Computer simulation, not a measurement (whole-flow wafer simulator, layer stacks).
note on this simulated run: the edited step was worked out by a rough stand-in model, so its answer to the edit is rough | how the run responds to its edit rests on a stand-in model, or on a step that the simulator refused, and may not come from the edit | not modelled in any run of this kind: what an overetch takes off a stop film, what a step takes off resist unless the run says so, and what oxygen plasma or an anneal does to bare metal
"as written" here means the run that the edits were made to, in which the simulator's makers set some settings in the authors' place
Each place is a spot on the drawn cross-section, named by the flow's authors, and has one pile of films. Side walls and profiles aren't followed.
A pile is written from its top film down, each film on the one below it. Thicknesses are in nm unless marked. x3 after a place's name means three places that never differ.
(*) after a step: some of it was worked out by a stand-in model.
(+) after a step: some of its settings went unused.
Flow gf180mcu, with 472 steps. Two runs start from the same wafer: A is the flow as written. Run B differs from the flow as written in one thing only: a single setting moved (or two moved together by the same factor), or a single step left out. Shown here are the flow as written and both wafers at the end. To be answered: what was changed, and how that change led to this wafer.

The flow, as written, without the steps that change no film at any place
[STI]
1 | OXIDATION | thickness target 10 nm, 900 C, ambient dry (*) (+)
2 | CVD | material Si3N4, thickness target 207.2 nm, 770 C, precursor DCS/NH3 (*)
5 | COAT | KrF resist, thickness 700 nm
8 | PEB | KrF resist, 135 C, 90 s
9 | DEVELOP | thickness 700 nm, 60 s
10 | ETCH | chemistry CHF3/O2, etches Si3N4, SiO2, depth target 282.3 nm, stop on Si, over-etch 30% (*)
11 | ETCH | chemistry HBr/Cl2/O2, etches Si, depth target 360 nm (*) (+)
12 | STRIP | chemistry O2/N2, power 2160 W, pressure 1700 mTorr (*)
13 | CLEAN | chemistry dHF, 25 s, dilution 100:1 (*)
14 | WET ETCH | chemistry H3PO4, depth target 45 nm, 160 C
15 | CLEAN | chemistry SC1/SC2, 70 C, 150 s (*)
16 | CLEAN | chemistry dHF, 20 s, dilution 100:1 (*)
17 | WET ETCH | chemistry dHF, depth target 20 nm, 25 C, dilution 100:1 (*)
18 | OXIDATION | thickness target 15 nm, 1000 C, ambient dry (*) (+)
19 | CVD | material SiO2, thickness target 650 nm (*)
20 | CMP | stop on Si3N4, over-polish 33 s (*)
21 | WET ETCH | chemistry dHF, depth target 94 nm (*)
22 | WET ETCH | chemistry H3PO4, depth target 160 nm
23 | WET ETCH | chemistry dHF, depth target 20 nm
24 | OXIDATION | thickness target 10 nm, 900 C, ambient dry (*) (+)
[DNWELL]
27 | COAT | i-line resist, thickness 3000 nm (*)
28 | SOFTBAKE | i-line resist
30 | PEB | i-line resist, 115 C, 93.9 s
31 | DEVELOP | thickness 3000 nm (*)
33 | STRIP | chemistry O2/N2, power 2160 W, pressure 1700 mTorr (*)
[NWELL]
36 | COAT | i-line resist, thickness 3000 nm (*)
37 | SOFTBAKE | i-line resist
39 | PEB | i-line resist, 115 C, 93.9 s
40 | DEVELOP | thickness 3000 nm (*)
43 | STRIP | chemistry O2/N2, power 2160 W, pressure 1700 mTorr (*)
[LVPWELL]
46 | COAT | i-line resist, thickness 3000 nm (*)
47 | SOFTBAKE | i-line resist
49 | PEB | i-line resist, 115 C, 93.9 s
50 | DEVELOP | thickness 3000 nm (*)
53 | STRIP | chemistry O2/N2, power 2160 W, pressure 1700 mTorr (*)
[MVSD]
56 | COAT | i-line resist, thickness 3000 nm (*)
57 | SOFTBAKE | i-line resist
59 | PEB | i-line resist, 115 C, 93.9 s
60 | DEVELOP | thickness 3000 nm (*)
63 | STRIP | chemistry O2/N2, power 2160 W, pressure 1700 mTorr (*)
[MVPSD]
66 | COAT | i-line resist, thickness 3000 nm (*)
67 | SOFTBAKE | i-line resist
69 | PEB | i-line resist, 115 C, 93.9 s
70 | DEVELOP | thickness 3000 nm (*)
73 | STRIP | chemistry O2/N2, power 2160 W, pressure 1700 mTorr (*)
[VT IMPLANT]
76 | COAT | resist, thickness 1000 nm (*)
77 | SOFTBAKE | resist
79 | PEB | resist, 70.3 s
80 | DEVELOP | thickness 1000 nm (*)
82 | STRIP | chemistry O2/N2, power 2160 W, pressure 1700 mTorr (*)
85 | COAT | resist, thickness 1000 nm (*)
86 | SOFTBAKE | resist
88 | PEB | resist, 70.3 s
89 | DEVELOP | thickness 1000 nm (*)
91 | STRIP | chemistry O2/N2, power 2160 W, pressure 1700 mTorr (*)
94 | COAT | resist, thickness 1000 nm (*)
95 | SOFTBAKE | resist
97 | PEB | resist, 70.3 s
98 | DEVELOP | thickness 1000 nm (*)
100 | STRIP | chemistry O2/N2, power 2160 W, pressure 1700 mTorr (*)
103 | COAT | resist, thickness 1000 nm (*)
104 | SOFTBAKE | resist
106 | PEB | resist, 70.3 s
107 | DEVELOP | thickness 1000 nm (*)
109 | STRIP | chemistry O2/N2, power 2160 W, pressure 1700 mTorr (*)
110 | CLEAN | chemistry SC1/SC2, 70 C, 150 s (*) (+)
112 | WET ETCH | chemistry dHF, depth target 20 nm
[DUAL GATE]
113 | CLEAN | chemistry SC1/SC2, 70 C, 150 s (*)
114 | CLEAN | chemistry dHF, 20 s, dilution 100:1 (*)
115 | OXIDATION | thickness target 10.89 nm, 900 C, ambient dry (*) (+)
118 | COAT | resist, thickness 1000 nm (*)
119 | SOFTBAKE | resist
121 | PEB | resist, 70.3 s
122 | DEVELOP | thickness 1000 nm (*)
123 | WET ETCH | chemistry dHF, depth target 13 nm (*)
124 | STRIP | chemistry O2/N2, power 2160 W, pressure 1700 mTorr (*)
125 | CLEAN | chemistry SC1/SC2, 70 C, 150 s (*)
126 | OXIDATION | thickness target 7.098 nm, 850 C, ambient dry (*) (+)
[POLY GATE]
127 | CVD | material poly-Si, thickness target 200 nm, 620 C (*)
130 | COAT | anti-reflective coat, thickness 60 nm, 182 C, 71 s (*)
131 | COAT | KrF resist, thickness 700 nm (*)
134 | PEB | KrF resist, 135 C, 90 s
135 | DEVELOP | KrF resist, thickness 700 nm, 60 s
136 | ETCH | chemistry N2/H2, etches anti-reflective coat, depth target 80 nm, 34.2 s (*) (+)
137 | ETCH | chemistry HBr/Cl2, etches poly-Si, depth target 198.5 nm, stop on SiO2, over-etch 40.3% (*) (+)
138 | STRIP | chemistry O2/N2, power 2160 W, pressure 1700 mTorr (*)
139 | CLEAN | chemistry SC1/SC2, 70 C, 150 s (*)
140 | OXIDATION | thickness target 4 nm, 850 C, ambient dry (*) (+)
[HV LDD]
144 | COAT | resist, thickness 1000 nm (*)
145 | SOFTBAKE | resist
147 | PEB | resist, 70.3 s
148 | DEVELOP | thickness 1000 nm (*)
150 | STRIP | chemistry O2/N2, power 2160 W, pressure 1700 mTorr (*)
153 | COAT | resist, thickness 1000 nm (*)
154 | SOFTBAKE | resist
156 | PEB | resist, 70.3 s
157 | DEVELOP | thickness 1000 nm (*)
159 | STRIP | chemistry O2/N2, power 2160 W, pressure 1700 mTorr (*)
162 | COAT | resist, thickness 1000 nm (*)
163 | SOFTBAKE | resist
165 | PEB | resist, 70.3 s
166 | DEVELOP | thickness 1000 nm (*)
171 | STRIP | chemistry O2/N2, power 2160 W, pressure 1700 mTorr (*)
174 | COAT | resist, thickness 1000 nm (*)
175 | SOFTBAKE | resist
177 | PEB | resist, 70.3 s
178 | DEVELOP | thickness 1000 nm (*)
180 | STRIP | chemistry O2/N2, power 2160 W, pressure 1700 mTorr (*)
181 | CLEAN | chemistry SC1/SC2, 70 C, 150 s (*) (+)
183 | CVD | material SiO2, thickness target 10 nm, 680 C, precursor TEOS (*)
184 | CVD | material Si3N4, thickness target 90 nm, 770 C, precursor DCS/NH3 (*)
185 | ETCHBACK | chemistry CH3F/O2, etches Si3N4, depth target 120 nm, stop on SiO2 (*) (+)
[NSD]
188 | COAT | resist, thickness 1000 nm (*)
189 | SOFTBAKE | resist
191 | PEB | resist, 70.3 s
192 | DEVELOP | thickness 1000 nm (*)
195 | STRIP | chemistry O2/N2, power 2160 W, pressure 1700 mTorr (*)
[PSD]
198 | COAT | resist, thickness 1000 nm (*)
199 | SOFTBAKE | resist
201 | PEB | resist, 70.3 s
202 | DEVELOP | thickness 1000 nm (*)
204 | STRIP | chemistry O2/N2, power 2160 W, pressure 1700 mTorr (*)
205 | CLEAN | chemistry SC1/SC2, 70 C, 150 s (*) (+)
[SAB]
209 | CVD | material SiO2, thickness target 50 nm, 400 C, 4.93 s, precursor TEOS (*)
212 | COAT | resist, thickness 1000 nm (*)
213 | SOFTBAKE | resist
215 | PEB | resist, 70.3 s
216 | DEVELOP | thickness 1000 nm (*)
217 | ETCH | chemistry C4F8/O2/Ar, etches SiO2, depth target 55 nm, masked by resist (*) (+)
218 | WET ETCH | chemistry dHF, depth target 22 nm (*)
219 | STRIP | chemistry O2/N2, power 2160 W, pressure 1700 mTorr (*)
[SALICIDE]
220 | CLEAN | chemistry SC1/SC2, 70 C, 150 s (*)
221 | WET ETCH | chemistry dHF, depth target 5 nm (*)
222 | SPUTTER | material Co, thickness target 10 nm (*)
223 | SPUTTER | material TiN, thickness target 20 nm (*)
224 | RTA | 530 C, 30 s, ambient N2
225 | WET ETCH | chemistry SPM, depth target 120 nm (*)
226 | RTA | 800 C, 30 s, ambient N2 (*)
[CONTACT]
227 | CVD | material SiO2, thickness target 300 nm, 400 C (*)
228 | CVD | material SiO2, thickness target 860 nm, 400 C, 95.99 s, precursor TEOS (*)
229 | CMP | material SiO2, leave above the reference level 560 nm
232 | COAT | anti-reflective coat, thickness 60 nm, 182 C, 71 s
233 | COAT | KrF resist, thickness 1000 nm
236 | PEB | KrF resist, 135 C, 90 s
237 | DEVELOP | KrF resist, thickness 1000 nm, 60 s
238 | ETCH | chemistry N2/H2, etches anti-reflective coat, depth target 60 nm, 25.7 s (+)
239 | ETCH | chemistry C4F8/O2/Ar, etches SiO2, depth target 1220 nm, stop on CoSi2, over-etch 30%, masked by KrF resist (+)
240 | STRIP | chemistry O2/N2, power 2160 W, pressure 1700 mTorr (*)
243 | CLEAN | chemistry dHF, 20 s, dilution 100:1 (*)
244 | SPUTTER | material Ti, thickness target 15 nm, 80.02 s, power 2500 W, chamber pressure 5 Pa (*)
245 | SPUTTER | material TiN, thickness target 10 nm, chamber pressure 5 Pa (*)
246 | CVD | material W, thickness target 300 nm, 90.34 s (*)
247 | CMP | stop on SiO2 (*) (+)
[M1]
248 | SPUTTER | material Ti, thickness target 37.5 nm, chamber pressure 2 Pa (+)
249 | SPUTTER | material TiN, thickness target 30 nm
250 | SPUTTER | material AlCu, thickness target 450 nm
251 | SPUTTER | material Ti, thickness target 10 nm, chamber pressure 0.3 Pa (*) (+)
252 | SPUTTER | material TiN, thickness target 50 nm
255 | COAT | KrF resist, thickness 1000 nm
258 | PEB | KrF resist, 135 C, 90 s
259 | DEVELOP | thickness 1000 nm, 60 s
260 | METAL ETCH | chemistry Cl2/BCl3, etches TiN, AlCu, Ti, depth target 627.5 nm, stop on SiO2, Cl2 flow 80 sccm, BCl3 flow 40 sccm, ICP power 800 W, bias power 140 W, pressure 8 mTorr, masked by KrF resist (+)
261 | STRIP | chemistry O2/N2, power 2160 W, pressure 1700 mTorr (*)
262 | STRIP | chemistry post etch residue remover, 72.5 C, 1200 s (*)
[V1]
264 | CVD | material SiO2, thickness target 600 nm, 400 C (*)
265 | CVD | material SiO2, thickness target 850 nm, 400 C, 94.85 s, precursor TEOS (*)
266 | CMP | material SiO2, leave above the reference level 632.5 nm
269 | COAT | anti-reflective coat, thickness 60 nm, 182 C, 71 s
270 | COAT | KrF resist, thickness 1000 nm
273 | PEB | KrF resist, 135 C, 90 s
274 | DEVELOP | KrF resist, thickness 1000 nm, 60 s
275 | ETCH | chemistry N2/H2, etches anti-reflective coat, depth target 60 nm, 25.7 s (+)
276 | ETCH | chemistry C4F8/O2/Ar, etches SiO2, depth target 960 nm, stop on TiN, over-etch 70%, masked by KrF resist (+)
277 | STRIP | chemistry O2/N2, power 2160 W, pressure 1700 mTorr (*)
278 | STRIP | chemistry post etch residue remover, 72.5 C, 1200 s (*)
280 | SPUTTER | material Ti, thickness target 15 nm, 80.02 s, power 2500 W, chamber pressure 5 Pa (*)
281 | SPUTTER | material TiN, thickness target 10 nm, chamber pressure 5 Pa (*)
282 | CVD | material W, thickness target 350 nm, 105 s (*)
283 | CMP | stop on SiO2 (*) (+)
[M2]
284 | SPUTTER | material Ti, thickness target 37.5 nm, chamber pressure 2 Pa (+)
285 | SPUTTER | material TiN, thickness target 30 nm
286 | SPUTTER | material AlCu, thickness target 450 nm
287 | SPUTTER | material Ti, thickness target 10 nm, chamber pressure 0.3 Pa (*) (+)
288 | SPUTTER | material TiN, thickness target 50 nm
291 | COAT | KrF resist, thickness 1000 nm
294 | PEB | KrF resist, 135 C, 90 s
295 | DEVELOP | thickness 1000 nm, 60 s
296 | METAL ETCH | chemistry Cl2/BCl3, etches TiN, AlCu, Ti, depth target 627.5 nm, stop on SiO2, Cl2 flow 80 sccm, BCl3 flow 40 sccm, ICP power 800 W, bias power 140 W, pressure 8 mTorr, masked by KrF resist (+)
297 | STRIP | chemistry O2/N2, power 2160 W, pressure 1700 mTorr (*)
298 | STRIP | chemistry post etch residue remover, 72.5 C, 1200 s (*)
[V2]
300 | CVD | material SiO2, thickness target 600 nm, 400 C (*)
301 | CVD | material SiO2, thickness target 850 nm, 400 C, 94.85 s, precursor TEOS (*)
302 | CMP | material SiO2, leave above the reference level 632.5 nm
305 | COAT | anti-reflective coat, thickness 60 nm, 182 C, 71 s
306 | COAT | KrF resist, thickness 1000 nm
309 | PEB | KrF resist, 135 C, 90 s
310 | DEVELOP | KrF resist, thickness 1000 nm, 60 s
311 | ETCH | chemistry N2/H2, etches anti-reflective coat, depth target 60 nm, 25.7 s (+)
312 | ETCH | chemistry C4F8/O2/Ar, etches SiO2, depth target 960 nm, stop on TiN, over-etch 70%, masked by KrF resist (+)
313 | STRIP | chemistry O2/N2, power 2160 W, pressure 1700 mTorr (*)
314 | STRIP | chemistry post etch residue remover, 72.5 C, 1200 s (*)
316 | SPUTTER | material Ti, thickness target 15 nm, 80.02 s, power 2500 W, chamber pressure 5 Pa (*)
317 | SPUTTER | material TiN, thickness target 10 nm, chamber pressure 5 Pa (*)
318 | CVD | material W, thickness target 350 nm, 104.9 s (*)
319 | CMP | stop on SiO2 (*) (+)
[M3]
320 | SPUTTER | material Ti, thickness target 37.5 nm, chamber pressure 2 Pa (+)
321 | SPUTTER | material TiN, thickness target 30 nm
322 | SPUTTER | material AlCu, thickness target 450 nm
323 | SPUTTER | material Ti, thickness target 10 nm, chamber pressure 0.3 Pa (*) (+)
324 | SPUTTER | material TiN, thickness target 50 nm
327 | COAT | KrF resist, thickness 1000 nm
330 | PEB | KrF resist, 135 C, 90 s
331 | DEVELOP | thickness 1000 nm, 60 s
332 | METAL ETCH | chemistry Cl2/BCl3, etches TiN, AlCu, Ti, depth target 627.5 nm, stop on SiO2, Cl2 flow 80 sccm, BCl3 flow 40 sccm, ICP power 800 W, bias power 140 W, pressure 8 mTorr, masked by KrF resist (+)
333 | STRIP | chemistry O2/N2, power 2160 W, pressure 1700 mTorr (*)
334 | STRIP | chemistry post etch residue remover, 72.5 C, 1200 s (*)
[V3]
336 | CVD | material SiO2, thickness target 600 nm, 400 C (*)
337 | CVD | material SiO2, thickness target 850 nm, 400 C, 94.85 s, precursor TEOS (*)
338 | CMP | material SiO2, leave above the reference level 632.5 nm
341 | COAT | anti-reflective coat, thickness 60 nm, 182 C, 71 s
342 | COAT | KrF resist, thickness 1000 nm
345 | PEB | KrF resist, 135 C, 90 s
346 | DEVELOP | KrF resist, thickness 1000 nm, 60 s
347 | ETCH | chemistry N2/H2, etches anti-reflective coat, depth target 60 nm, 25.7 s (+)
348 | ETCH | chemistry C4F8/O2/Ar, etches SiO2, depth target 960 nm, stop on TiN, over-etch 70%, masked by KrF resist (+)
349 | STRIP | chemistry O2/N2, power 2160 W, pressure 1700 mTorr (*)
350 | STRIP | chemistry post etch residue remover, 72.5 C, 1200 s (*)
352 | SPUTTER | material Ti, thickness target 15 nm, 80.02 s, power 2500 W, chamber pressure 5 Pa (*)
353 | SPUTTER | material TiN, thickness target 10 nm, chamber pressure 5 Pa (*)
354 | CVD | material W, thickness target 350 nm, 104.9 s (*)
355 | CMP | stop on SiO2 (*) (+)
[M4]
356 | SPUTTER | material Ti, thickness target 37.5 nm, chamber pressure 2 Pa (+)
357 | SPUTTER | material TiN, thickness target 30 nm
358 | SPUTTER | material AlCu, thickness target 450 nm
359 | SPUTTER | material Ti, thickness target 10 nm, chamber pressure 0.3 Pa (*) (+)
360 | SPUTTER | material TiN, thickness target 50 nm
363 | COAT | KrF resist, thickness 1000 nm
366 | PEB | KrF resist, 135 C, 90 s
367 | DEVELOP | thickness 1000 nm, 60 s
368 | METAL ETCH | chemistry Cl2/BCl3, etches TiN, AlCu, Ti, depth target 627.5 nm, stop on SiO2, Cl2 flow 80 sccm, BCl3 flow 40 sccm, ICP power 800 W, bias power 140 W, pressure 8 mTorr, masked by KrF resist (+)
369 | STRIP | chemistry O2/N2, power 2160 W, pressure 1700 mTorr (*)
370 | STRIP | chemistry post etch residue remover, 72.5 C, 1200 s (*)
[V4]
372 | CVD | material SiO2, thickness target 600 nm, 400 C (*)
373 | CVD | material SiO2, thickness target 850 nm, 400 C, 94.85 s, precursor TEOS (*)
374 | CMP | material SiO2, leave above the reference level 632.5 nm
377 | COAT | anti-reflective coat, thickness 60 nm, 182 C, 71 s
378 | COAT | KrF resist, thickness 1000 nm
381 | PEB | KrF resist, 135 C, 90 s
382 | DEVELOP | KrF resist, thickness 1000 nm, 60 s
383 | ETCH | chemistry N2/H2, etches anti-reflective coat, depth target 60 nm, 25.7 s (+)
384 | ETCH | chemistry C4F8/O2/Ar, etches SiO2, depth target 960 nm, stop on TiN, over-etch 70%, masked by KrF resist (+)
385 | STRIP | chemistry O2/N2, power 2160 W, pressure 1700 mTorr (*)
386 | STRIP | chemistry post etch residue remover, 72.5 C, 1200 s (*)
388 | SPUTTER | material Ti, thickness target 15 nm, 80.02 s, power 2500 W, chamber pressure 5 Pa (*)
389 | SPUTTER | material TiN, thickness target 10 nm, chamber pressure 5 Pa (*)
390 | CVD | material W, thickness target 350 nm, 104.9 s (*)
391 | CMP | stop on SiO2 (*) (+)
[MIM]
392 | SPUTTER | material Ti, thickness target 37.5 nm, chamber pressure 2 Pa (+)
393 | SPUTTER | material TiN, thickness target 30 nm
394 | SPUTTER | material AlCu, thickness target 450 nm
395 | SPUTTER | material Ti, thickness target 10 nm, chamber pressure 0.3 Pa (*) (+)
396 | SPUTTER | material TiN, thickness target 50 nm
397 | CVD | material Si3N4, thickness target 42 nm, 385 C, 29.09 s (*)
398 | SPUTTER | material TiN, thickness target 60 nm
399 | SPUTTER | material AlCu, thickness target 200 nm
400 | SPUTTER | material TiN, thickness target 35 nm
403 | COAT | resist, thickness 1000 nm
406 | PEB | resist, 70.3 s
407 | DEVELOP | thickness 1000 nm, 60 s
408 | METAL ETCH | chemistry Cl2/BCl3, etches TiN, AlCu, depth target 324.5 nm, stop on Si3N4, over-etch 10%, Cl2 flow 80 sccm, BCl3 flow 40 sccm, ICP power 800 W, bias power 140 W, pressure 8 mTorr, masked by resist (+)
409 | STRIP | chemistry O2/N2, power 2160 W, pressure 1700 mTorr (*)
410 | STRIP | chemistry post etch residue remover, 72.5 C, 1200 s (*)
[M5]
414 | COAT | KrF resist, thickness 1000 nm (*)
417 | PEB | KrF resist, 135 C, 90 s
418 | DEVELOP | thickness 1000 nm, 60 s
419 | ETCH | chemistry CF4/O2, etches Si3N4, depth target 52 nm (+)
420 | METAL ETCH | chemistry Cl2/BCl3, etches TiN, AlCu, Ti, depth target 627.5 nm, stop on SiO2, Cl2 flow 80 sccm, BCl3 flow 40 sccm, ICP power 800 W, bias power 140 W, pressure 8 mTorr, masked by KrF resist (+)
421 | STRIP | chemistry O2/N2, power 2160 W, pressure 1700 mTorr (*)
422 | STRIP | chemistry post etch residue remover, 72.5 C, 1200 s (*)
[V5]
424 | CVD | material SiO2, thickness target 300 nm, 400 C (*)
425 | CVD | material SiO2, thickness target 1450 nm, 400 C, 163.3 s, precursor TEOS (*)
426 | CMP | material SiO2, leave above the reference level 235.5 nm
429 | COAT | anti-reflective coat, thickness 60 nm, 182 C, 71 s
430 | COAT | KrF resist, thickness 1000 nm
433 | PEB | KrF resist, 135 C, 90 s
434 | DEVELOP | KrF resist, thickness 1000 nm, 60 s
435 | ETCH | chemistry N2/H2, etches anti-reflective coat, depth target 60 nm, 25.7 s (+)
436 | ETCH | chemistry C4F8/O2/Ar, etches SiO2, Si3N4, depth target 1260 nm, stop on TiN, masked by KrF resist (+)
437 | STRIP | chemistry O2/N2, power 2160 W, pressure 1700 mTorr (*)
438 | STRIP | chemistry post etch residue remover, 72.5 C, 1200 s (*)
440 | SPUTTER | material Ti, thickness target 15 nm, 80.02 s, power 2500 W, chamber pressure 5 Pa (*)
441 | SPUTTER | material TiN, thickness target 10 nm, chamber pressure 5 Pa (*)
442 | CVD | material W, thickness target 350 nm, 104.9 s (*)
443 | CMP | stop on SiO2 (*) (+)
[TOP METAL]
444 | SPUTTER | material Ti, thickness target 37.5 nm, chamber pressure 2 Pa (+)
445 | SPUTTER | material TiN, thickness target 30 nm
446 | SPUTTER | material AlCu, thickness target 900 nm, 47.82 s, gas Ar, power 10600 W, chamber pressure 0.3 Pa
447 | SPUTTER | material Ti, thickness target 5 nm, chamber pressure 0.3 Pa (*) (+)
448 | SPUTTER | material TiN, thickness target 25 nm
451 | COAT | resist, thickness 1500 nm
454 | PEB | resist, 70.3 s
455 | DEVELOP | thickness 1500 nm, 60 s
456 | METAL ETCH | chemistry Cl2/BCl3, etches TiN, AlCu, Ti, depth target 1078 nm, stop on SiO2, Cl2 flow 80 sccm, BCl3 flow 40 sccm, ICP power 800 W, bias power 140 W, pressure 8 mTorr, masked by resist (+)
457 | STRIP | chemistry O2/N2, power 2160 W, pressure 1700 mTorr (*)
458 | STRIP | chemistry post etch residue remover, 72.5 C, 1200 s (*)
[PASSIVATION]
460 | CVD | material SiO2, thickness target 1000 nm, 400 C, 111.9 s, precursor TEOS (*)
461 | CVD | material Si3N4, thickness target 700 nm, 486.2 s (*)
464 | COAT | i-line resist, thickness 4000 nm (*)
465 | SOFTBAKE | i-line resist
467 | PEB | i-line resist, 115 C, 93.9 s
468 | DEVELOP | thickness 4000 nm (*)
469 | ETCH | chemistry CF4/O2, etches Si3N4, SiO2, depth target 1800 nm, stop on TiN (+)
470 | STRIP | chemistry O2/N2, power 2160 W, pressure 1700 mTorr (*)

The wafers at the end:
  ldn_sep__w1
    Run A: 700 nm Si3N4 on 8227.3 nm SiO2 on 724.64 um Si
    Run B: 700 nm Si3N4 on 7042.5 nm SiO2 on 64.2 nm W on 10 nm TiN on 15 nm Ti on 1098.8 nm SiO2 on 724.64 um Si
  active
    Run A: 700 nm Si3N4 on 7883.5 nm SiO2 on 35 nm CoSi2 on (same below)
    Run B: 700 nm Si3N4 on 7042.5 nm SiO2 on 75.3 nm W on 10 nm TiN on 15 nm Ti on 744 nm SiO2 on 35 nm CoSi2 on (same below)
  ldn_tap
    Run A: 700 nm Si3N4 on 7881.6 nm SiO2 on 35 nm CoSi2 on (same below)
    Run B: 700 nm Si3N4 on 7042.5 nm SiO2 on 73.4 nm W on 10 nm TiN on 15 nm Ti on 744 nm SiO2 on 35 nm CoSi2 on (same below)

The reason: step 228, CVD: thickness target 439 nm was run, whereas the flow has thickness target 860 nm; step 228, CVD: 48.96 s was run, where the flow has 95.99 s.

How this came from the change, step by step:
  228 | CVD | material SiO2, thickness target 860 nm, 400 C, 95.99 s, precursor TEOS (*)
      field, field__w7, field__w8 and 70 more: A +860 SiO2 | B +447.5 SiO2
      field__w3, field__w12: A +807.3 SiO2 | B +423.8 SiO2
      (as well as at 36 more places)
  229 | CMP | material SiO2, leave above the reference level 560 nm
      ldn_sep__w1, ldn_sep__w2, ldn_dft and 8 more: A -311 SiO2 | B nothing
      active, p_well, sd_n, iso_ptap_pw, iso_ntap_nw, iso_ptap_sub, vpnp_e: A -299.9 SiO2 | B nothing
      (as well as at 93 more places)
  232 | COAT | anti-reflective coat, thickness 60 nm, 182 C, 71 s
      p_well, sd_n, ldp_fld__w2, vpnp_e: A +60 anti-reflective coat (new film) | B +56.8 anti-reflective coat (new film)
      field, ldp_tap: A +60 anti-reflective coat (new film) | B +71.9 anti-reflective coat (new film)
      (as well as at 93 more places)
  233 | COAT | KrF resist, thickness 1000 nm
      p_well, sti, sd_n, mim_1p0, pad, dice_street: A +1000 KrF resist (new film) | B +1022.1 KrF resist (new film)
      gate_nat, ldp_ch: A +1000 KrF resist (new film) | B +952.9 KrF resist (new film)
      (as well as at 54 more places)
  236 | PEB | KrF resist, 135 C, 90 s
      field_sub, ld_drn_p: A -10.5 KrF resist | B -11.4 KrF resist
      ld_body_p_dnw, ldn_ch: A -10.5 KrF resist | B -9.74 KrF resist
      (as well as at 10 more places)
  237 | DEVELOP | KrF resist, thickness 1000 nm, 60 s
      contact: A -989.5 KrF resist (all of it) | B -1017.2 KrF resist (all of it)
      polyc_n: A -989.5 KrF resist (all of it) | B -950.3 KrF resist (all of it)
      (as well as at 1 more place)
  238 | ETCH | chemistry N2/H2, etches anti-reflective coat, depth target 60 nm, 25.7 s (+)
      contact: A -60 anti-reflective coat (all of it), -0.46 SiO2 | B -64.3 anti-reflective coat (all of it), -0.35 SiO2
      polyc_n: A -60 anti-reflective coat (all of it), -0.46 SiO2 | B -13.4 anti-reflective coat (all of it), -1.66 SiO2
      (as well as at 1 more place)
  239 | ETCH | chemistry C4F8/O2/Ar, etches SiO2, depth target 1220 nm, stop on CoSi2, over-etch 30%, masked by KrF resist (+)
      field, field__w1, field__w2 and 105 more: A -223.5 KrF resist | B -192.1 KrF resist
      contact: A -859.5 SiO2 (all of it) | B -739 SiO2 (all of it)
  240 | STRIP | chemistry O2/N2, power 2160 W, pressure 1700 mTorr (*)
      sti, mim_1p0, pad, dice_street: A -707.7 KrF resist (all of it), -60 anti-reflective coat (all of it) | B -761 KrF resist (all of it), -59.9 anti-reflective coat (all of it)
      p_well, sd_n: A -707.7 KrF resist (all of it), -60 anti-reflective coat (all of it) | B -761 KrF resist (all of it), -56.8 anti-reflective coat (all of it)
      (as well as at 102 more places)
  244 | SPUTTER | material Ti, thickness target 15 nm, 80.02 s, power 2500 W, chamber pressure 5 Pa (*)
      field__w12, ld_drift_n: A +15 Ti (new film) | B +13.8 Ti (new film)
      field__w3: A +15 Ti (new film) | B +14.3 Ti (new film)
      (as well as at 3 more places)
  245 | SPUTTER | material TiN, thickness target 10 nm, chamber pressure 5 Pa (*)
      field__w12: A +10 TiN (new film) | B +9.17 TiN (new film)
      ld_drift_n: A +10 TiN (new film) | B +9.21 TiN (new film)
      (as well as at 1 more place)
  246 | CVD | material W, thickness target 300 nm, 90.34 s (*)
      contact: A +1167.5 W (new film) | B +1038.6 W (new film)
  247 | CMP | stop on SiO2 (*) (+)
      gate, gate_hv, gate_p and 23 more: A -300 W (all of it), -10 TiN (all of it), -15 Ti (all of it), -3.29 SiO2 | B -300 W (all of it), -10 TiN (all of it), -15 Ti (all of it)
      ldn_sep__w1, ldn_sep__w2, ldn_dft and 8 more: A -300 W (all of it), -10 TiN (all of it), -15 Ti (all of it), -3.29 SiO2 | B -223.5 W
      (as well as at 72 more places)
  248 | SPUTTER | material Ti, thickness target 37.5 nm, chamber pressure 2 Pa (+)
      spacer: A +37.5 Ti (new film) | B +37.5 Ti
  260 | METAL ETCH | chemistry Cl2/BCl3, etches TiN, AlCu, Ti, depth target 627.5 nm, stop on SiO2, Cl2 flow 80 sccm, BCl3 flow 40 sccm, ICP power 800 W, bias power 140 W, pressure 8 mTorr, masked by KrF resist (+)
      field, field__w1, field__w2 and 74 more: A -50 TiN (all of it), -10 Ti (all of it), -450 AlCu (all of it), -30 TiN (all of it), -37.5 Ti (all of it) | B -50 TiN (all of it), -10 Ti (all of it), -450 AlCu (all of it), -30 TiN (all of it), -37.5 Ti (all of it), -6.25 W
      spacer: A -50 TiN (all of it), -10 Ti (all of it), -450 AlCu (all of it), -30 TiN (all of it), -37.5 Ti (all of it) | B -50 TiN (all of it), -10 Ti (all of it), -450 AlCu (all of it), -30 TiN (all of it), -45.1 Ti (all of it)
  262 | STRIP | chemistry post etch residue remover, 72.5 C, 1200 s (*)
      field, field__w1, field__w2 and 74 more: A nothing | B -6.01 W
  ... 1 further step ...
  266 | CMP | material SiO2, leave above the reference level 632.5 nm
      field, field__w1, field__w2 and 74 more: A -300 SiO2 | B -287.7 SiO2
      spacer: A -300 SiO2 | B -292.4 SiO2
If metal films that touch count as one body, ldn_sep__w1 has 1 body; the flow as written gives 0 bodies.
If metal films that touch count as one body, active has 2 bodies (between them, from the top down: SiO2 744); the flow as written gives 1 body.
If metal films that touch count as one body, ldn_tap has 2 bodies (between them, from the top down: SiO2 744); the flow as written gives 1 body.
